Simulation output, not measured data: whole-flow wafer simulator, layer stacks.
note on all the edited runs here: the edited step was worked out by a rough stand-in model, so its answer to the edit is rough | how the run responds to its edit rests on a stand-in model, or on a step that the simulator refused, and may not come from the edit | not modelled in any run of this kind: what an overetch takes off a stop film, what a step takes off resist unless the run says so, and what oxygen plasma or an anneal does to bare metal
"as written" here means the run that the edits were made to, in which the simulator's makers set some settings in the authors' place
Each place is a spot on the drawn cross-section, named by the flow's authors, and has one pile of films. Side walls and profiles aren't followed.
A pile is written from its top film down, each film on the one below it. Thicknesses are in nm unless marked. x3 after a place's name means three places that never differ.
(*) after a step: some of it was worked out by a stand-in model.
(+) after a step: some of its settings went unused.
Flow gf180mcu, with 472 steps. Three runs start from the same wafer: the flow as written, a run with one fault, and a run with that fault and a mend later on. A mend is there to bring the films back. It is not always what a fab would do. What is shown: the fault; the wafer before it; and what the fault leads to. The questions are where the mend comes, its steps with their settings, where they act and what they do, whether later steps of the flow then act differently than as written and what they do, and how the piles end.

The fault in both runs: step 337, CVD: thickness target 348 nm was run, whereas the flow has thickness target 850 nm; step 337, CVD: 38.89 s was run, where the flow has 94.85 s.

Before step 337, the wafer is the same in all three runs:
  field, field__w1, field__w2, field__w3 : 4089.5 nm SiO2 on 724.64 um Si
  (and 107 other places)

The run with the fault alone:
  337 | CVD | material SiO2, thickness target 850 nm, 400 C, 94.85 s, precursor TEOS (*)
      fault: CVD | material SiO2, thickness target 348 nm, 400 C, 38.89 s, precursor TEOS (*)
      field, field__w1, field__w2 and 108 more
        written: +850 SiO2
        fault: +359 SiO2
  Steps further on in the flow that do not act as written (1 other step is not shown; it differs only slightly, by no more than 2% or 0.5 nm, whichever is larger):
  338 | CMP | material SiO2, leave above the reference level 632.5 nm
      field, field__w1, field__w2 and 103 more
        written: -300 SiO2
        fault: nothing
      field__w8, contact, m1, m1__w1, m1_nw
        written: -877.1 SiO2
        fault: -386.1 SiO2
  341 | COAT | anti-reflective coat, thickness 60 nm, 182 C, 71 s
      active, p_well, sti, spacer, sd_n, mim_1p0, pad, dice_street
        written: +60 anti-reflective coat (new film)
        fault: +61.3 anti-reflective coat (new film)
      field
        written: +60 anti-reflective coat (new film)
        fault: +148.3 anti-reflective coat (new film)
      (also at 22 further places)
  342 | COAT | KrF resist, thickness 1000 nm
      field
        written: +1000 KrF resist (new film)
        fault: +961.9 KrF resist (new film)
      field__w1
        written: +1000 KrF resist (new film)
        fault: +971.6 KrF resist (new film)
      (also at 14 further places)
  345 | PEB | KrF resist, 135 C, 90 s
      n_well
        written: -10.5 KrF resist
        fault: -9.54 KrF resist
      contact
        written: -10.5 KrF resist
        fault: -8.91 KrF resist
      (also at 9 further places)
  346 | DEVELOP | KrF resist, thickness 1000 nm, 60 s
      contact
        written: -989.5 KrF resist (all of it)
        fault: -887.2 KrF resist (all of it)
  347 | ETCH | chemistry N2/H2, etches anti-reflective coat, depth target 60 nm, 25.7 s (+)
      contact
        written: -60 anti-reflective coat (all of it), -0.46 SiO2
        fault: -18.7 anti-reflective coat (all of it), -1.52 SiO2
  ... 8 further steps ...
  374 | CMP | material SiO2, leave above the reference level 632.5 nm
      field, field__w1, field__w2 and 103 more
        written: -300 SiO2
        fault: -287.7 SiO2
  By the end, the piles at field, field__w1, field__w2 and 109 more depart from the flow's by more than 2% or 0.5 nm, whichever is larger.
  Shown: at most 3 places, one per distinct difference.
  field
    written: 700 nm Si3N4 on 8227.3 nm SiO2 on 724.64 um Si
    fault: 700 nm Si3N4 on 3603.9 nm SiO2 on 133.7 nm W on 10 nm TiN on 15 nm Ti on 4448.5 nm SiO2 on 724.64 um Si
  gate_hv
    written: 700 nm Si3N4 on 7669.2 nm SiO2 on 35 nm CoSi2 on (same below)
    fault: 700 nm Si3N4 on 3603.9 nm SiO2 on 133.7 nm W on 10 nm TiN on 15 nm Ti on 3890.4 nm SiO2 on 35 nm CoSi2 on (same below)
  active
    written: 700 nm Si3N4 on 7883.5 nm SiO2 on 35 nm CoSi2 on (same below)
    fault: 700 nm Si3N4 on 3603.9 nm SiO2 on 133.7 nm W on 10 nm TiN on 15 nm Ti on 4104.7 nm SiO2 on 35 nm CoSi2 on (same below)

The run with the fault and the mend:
  The mend stands after step 337.
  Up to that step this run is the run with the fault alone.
  337a | CVD | material SiO2, thickness target 502 nm, 400 C, 56.02 s, precursor TEOS (*) (the flow's step 337 again, with other settings)
      field, field__w1, field__w2 and 108 more
        +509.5 SiO2
  Steps further on in the flow that do not act as written:
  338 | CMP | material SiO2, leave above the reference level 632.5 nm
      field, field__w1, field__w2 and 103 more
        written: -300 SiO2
        mend: -318.5 SiO2
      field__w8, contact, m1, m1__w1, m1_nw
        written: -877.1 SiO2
        mend: -895.6 SiO2
  The piles end the same as the flow's at every place that both follow.
